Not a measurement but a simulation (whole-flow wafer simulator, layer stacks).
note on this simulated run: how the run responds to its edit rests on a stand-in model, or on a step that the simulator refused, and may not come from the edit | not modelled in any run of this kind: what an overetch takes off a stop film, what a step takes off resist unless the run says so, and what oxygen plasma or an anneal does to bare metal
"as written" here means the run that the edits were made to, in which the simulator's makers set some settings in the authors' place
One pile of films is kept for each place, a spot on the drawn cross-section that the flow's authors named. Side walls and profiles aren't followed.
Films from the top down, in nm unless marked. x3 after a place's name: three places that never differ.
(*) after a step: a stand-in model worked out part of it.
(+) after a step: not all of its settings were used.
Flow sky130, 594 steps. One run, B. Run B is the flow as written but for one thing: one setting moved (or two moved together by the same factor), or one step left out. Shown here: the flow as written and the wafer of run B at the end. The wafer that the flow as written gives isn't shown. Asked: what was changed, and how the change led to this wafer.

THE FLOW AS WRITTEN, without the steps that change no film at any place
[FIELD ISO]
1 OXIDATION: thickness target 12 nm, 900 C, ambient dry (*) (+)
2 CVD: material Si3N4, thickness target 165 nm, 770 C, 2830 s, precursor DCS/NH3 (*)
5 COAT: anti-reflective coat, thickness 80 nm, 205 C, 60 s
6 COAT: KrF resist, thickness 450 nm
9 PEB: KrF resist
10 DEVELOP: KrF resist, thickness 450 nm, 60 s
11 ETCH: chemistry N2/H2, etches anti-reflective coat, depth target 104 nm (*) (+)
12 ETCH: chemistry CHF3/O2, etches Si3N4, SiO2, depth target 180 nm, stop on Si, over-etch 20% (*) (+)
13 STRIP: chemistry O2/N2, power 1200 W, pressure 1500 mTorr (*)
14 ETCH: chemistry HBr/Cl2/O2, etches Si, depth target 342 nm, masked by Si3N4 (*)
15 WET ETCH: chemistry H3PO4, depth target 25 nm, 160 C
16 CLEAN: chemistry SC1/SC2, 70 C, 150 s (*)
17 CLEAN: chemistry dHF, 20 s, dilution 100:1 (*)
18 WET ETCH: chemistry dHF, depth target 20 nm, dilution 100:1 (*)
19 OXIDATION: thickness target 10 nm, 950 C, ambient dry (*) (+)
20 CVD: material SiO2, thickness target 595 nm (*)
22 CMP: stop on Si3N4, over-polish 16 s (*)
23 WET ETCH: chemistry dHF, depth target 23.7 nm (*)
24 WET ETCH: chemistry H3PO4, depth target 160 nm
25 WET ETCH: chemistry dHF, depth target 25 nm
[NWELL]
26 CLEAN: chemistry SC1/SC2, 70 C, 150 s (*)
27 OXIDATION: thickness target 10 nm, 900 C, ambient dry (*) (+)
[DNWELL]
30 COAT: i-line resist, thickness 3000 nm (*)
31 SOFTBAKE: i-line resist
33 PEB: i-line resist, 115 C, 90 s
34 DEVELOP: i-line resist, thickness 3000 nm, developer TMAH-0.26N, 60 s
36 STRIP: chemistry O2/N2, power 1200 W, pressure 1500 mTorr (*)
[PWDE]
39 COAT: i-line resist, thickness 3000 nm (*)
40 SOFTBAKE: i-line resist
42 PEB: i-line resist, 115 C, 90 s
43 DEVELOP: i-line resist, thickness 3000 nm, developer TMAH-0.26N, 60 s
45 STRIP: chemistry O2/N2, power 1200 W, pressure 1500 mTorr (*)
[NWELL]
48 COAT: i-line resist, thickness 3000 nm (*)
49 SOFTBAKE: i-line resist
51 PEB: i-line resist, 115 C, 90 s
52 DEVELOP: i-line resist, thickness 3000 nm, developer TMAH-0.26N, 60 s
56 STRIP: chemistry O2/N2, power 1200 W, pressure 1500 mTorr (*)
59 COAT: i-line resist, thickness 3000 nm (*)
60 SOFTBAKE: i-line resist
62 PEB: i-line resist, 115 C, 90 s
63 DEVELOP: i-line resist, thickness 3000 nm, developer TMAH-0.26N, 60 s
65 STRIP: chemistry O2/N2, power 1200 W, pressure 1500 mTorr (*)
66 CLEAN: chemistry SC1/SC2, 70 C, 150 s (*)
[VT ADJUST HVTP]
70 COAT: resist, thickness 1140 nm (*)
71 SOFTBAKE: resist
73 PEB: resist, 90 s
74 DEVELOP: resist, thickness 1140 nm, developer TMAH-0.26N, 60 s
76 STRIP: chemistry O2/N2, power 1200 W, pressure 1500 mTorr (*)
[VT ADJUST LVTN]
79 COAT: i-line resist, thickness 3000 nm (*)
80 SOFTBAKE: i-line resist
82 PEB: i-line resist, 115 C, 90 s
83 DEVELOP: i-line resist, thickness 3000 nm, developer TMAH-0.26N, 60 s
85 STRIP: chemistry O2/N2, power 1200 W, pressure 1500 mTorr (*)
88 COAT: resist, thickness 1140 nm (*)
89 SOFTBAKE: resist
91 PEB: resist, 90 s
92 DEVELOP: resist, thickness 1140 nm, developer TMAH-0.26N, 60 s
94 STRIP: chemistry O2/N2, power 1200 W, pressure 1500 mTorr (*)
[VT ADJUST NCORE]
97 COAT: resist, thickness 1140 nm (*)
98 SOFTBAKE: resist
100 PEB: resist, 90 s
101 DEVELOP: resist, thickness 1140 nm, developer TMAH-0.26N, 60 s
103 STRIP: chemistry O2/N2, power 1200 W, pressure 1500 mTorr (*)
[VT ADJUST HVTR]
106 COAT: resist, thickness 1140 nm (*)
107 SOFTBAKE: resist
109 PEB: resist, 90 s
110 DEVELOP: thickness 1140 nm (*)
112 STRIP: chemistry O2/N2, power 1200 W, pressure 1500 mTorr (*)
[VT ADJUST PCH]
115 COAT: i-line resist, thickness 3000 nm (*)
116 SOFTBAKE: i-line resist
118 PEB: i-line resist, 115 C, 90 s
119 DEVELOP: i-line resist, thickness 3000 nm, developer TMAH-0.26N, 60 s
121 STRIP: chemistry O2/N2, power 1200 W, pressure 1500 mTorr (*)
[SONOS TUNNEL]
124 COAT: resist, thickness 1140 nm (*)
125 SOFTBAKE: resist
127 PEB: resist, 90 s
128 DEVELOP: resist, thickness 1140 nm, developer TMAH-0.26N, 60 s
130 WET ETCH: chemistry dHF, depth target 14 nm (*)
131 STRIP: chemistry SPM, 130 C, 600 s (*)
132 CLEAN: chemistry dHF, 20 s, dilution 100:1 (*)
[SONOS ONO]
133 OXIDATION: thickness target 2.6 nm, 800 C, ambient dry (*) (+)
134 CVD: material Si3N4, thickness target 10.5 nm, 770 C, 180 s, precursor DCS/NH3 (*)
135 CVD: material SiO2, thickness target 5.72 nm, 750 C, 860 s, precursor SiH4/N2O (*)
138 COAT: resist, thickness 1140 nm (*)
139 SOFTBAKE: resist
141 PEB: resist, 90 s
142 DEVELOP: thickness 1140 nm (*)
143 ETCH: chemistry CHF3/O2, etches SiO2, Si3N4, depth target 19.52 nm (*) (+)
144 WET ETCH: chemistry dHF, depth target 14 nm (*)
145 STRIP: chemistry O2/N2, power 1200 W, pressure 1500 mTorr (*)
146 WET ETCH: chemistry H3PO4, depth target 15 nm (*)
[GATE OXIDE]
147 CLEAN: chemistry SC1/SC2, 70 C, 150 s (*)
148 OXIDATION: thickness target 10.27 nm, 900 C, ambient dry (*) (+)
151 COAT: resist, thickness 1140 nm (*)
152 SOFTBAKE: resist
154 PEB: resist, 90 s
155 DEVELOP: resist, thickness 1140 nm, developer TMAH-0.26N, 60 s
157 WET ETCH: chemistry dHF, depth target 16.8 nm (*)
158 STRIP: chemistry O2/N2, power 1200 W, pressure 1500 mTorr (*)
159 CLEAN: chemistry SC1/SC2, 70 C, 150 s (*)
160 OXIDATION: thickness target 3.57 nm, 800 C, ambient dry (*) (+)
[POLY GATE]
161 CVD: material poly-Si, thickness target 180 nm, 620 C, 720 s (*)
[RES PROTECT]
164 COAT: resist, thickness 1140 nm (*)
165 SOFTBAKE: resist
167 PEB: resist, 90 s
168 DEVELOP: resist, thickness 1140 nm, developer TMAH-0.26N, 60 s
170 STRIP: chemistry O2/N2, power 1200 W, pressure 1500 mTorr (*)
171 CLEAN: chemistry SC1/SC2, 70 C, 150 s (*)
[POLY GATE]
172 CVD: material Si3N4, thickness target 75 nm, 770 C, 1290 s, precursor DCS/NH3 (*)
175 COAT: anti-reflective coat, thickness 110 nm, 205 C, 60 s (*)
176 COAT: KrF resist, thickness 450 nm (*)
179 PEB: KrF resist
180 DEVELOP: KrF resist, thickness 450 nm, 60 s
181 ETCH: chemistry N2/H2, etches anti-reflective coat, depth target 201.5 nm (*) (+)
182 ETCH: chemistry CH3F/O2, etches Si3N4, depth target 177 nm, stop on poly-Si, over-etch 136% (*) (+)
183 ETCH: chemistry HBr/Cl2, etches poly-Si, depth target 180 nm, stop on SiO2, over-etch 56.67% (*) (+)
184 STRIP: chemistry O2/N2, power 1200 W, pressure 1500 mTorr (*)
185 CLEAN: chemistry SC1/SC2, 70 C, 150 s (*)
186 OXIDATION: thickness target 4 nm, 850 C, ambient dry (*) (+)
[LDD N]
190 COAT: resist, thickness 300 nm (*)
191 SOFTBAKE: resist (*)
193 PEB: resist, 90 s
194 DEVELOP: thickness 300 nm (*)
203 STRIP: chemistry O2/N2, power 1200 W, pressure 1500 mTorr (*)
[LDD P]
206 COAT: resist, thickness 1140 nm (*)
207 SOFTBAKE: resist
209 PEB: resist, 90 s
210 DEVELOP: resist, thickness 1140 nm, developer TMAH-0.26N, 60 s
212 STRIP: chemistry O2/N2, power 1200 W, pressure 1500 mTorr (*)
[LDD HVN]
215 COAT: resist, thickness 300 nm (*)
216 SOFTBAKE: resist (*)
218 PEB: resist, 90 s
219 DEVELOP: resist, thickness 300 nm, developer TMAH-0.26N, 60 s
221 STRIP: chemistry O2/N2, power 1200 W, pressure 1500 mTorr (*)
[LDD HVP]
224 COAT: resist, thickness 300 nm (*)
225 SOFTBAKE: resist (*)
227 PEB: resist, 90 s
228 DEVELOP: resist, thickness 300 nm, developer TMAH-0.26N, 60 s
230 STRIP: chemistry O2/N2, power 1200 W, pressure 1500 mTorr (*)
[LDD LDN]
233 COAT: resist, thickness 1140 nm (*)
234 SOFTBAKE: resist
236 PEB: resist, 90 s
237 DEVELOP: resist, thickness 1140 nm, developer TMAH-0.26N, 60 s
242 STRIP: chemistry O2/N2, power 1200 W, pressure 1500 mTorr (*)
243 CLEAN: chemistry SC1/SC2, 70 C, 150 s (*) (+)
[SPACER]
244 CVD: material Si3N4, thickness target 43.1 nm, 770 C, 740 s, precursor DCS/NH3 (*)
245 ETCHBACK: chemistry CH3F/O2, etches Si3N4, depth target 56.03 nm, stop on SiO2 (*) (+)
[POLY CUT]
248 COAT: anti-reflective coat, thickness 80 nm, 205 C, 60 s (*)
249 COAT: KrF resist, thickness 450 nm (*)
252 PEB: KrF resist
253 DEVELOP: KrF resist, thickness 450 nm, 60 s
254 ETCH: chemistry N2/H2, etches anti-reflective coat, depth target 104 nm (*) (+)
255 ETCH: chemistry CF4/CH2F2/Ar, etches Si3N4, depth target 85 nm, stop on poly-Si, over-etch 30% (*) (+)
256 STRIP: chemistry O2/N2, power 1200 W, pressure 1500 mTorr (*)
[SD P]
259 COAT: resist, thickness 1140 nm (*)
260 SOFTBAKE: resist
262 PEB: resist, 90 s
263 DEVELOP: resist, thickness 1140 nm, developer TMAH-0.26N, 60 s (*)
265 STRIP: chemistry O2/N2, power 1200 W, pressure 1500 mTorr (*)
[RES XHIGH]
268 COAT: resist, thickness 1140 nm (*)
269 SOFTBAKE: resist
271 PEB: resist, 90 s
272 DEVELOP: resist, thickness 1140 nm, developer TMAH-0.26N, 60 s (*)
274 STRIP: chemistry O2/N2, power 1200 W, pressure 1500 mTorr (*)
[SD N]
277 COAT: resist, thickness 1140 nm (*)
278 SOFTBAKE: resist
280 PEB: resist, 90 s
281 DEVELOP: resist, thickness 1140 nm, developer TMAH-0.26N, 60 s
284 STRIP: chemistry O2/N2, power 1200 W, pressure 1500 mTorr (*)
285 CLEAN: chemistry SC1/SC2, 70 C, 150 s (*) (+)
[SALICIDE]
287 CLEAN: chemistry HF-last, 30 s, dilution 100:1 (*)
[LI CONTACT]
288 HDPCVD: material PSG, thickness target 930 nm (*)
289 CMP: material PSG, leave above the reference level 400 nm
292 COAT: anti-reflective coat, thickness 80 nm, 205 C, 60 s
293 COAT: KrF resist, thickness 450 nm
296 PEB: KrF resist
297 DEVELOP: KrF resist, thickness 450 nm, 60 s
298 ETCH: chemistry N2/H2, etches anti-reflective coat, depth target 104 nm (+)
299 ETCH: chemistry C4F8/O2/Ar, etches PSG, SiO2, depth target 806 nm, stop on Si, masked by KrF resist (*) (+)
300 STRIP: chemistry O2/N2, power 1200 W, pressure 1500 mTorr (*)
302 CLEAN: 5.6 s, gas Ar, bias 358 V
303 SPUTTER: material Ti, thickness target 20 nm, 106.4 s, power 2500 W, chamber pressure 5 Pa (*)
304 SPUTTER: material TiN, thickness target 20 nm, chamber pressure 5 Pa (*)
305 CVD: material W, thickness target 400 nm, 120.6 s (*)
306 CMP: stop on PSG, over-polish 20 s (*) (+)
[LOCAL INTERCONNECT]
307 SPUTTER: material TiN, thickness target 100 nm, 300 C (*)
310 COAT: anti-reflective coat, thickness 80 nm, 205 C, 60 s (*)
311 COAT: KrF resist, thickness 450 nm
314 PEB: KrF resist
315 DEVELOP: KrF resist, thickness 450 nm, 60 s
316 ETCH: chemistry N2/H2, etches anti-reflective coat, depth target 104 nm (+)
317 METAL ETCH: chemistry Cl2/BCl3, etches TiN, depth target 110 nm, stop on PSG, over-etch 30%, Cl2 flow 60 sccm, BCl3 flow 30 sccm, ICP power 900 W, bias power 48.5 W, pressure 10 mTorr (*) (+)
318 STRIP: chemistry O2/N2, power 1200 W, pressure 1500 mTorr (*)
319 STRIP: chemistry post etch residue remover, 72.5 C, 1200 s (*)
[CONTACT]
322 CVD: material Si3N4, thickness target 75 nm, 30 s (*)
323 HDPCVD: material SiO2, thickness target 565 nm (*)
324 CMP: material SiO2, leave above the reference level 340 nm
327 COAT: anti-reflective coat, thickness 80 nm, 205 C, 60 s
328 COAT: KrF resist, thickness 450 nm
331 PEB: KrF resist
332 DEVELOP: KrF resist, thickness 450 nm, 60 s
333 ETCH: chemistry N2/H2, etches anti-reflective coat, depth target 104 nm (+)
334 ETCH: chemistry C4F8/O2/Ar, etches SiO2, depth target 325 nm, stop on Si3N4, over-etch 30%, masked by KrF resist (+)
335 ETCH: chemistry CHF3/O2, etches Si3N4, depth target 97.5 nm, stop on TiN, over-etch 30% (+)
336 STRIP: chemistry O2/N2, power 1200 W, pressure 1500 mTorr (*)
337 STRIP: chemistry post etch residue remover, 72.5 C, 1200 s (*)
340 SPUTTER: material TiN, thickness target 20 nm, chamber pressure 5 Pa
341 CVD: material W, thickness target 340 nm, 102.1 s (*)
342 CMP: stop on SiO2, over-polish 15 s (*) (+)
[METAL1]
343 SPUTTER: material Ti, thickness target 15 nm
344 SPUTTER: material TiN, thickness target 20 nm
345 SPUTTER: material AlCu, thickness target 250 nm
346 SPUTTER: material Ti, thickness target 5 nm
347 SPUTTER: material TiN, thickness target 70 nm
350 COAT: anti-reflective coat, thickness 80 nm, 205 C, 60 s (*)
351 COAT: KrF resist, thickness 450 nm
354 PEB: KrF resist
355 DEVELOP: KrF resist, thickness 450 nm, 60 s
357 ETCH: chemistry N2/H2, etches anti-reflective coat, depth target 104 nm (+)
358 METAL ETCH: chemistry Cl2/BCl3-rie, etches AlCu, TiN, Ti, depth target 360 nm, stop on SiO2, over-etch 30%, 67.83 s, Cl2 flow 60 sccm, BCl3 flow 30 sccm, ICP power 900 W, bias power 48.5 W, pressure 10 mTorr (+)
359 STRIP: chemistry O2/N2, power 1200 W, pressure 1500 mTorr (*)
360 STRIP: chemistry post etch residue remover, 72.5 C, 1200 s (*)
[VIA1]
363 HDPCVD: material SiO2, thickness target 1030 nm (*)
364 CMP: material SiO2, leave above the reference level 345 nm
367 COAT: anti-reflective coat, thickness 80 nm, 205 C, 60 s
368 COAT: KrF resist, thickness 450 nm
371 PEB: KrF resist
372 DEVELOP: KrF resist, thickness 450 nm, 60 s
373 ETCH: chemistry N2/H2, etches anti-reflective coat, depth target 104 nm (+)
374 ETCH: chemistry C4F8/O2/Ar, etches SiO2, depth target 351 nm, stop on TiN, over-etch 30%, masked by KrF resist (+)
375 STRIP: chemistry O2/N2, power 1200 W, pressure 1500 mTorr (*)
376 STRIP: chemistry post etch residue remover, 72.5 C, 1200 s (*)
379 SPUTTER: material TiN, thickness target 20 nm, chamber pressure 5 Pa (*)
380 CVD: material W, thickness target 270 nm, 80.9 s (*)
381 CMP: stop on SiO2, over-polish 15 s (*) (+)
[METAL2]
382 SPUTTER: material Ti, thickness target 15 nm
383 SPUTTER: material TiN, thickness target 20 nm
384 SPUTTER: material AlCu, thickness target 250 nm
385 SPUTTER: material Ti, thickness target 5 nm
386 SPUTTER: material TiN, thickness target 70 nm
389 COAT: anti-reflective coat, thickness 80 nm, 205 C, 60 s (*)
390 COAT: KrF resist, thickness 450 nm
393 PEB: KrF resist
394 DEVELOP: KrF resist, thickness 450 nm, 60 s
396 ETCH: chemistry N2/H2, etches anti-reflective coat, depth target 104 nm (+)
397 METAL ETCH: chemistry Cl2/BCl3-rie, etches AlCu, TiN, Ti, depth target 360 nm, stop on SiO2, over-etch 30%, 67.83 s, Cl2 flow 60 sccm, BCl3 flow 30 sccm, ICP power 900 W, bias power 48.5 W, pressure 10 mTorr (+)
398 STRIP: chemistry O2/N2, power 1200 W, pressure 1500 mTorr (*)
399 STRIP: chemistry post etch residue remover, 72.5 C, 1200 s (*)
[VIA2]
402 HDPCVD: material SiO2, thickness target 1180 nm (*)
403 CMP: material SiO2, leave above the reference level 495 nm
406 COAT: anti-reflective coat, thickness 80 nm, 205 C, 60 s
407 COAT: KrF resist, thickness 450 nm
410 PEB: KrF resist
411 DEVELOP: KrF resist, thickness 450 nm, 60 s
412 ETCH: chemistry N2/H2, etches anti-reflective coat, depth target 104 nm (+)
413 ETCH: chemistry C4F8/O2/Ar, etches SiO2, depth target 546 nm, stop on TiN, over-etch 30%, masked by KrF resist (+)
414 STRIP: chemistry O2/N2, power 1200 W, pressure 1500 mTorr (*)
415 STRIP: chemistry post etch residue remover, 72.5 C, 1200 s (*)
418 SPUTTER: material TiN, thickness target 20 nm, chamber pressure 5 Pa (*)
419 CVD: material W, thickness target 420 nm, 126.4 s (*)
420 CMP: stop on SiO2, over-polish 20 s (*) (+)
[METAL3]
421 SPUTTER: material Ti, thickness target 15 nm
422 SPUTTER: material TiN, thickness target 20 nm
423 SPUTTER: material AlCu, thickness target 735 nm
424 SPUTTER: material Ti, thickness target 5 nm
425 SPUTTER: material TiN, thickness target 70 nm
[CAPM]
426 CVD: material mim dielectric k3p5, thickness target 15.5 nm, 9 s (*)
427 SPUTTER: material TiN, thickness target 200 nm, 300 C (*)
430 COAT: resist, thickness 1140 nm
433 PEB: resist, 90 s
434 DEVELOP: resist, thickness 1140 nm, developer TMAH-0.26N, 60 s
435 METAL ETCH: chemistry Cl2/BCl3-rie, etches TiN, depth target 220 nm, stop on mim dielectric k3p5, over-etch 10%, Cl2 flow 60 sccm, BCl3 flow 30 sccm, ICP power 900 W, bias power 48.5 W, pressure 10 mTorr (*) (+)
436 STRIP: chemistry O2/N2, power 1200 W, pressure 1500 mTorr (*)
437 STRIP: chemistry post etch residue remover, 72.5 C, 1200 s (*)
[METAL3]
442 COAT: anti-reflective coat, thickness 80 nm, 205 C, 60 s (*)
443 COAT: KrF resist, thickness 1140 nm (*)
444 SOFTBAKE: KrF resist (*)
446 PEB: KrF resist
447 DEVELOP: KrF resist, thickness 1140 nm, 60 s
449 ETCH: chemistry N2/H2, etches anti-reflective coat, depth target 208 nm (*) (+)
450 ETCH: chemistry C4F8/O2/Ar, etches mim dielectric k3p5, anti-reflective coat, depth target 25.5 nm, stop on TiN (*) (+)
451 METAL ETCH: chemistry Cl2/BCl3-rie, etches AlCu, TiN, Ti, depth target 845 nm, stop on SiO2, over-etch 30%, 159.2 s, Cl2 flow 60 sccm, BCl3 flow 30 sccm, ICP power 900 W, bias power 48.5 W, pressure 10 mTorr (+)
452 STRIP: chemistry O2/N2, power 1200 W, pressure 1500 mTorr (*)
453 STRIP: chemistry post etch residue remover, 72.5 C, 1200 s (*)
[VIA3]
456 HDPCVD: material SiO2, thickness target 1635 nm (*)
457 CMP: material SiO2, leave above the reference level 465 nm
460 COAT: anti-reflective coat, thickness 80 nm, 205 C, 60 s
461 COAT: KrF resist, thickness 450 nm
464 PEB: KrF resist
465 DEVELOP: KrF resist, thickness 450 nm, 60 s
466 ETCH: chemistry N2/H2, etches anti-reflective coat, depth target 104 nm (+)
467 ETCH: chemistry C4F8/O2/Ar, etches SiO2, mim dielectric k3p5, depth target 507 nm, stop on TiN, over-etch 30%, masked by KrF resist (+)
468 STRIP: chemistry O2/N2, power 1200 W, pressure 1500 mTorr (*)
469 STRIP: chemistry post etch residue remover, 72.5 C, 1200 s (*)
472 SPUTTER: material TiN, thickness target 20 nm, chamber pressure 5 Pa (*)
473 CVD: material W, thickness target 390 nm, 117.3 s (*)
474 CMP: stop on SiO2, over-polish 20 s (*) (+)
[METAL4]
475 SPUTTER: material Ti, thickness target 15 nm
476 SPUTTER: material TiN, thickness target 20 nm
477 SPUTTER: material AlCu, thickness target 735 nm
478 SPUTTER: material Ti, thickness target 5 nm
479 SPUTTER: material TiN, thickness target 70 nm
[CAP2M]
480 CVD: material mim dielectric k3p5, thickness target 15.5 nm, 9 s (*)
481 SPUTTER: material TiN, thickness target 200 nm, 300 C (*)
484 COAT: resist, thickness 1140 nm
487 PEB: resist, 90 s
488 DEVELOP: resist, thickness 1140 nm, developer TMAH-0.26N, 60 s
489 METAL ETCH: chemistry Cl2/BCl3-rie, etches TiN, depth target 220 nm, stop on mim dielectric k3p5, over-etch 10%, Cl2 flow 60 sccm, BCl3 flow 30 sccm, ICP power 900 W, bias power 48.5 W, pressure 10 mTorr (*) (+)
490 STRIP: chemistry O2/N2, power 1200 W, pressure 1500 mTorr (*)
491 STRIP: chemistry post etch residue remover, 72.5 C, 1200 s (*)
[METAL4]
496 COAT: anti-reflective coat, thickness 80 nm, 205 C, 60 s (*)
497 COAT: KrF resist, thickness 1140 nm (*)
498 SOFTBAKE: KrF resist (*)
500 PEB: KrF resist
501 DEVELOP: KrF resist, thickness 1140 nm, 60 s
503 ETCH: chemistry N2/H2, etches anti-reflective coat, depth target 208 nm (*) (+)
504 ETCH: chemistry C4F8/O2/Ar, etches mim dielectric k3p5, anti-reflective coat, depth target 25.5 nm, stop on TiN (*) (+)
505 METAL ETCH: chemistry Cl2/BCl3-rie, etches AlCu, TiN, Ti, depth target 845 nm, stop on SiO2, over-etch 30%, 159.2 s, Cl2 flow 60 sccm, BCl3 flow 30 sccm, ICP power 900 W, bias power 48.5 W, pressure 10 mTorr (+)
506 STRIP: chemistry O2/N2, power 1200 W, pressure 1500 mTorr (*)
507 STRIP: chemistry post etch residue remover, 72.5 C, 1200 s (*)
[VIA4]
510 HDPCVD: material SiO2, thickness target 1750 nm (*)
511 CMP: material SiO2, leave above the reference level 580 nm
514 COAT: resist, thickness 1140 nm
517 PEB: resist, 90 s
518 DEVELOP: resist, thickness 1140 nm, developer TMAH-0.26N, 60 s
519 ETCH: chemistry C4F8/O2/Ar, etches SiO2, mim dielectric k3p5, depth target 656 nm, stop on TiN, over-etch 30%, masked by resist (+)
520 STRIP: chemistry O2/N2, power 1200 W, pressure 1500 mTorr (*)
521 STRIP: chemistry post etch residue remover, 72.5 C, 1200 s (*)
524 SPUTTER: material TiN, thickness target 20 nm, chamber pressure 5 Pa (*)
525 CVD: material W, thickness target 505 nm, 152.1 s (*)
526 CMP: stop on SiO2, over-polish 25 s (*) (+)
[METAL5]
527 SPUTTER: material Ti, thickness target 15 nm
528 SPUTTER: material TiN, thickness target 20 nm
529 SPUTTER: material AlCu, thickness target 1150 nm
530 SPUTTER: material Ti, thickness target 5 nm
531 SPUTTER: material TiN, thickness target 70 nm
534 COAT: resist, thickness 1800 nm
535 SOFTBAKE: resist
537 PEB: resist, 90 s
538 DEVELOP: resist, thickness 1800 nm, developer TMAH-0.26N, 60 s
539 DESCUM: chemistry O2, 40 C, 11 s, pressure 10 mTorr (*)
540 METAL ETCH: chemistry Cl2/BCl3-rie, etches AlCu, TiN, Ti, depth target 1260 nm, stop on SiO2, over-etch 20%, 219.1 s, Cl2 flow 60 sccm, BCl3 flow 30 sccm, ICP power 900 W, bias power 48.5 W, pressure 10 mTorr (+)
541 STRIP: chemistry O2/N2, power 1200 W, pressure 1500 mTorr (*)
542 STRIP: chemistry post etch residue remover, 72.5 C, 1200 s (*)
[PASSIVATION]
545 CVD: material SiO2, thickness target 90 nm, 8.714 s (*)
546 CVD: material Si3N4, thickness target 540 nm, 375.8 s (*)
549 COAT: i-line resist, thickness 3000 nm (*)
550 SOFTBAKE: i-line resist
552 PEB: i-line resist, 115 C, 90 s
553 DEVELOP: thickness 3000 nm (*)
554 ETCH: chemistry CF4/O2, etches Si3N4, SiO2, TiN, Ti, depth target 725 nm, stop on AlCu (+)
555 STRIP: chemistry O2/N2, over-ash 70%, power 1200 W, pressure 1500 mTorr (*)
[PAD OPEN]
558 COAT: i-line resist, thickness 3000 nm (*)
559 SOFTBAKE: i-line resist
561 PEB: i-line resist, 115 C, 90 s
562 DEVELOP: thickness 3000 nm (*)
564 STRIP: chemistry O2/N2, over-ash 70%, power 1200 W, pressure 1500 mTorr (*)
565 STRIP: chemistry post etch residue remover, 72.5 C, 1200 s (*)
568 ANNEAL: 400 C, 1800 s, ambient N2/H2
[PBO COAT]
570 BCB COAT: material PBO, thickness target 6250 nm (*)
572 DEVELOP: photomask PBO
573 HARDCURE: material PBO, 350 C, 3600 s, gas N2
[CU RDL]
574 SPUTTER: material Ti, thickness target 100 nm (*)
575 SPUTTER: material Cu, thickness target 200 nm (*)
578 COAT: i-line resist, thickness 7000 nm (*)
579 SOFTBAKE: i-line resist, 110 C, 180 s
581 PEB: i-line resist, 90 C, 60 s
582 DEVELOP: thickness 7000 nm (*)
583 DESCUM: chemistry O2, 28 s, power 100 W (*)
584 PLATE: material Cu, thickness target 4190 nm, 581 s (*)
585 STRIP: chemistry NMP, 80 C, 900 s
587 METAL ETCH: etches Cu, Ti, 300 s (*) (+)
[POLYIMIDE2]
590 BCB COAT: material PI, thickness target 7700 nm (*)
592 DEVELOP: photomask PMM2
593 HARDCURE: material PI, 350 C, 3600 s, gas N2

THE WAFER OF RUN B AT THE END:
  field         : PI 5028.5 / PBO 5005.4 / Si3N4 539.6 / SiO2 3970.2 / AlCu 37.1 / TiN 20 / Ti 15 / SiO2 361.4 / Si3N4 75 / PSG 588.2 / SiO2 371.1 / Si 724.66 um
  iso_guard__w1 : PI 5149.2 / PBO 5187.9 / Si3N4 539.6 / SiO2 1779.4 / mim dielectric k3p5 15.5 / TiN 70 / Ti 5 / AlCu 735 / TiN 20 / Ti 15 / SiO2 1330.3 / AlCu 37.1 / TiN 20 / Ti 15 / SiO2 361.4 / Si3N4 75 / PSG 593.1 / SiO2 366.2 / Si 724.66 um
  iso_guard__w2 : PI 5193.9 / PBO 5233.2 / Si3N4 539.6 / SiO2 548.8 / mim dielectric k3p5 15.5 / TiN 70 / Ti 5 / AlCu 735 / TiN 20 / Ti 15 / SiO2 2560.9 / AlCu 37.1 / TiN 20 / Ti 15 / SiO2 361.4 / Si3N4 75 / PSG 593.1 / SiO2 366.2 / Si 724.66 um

The cause: step 358, METAL ETCH: depth target 216 nm was run, where the flow has depth target 360 nm.

How the change led to this, step by step:
  358 METAL ETCH: chemistry Cl2/BCl3-rie, etches AlCu, TiN, Ti, depth target 360 nm, stop on SiO2, over-etch 30%, 67.83 s, Cl2 flow 60 sccm, BCl3 flow 30 sccm, ICP power 900 W, bias power 48.5 W, pressure 10 mTorr (+)
      field, active, gate and 81 more: TiN -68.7 (all of it), Ti -5 (all of it), AlCu -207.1 (as written it would be: TiN -68.7 (all of it), Ti -5 (all of it), AlCu -250 (all of it), TiN -20 (all of it), Ti -15 (all of it), SiO2 -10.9)
      n_well, p_well, gate_hv and 104 more: KrF resist -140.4 (as written it would be: KrF resist -234)
  359 STRIP: chemistry O2/N2, power 1200 W, pressure 1500 mTorr (*)
      n_well, p_well, gate_hv and 100 more: KrF resist -235 (all of it), anti-reflective coat -80 (all of it) (as written it would be: KrF resist -141.4 (all of it), anti-reflective coat -80 (all of it))
      poly_licon, rpo_hd_licon: KrF resist -235.1 (all of it), anti-reflective coat -80.4 (all of it) (as written it would be: KrF resist -141.5 (all of it), anti-reflective coat -80.4 (all of it))
      (and at 2 more places)
  360 STRIP: chemistry post etch residue remover, 72.5 C, 1200 s (*)
      field, active, gate and 81 more: AlCu -5.72 (as written it would be: nothing)
  363 HDPCVD: material SiO2, thickness target 1030 nm (*)
      field, active, gate and 81 more: SiO2 +1030 (new film) (as written it would be: SiO2 +1030)
  364 CMP: material SiO2, leave above the reference level 345 nm
      field, active, gate and 81 more: SiO2 -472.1 (as written it would be: SiO2 -389.1)
Counting metal films that touch as one body, field has 1 body; the flow as written gives 0 bodies.
Counting metal films that touch as one body, iso_guard__w1 has 2 bodies (between them, from the top down: SiO2 1330.3); the flow as written gives 1 body.
Counting metal films that touch as one body, iso_guard__w2 has 2 bodies (between them, from the top down: SiO2 2560.9); the flow as written gives 1 body.
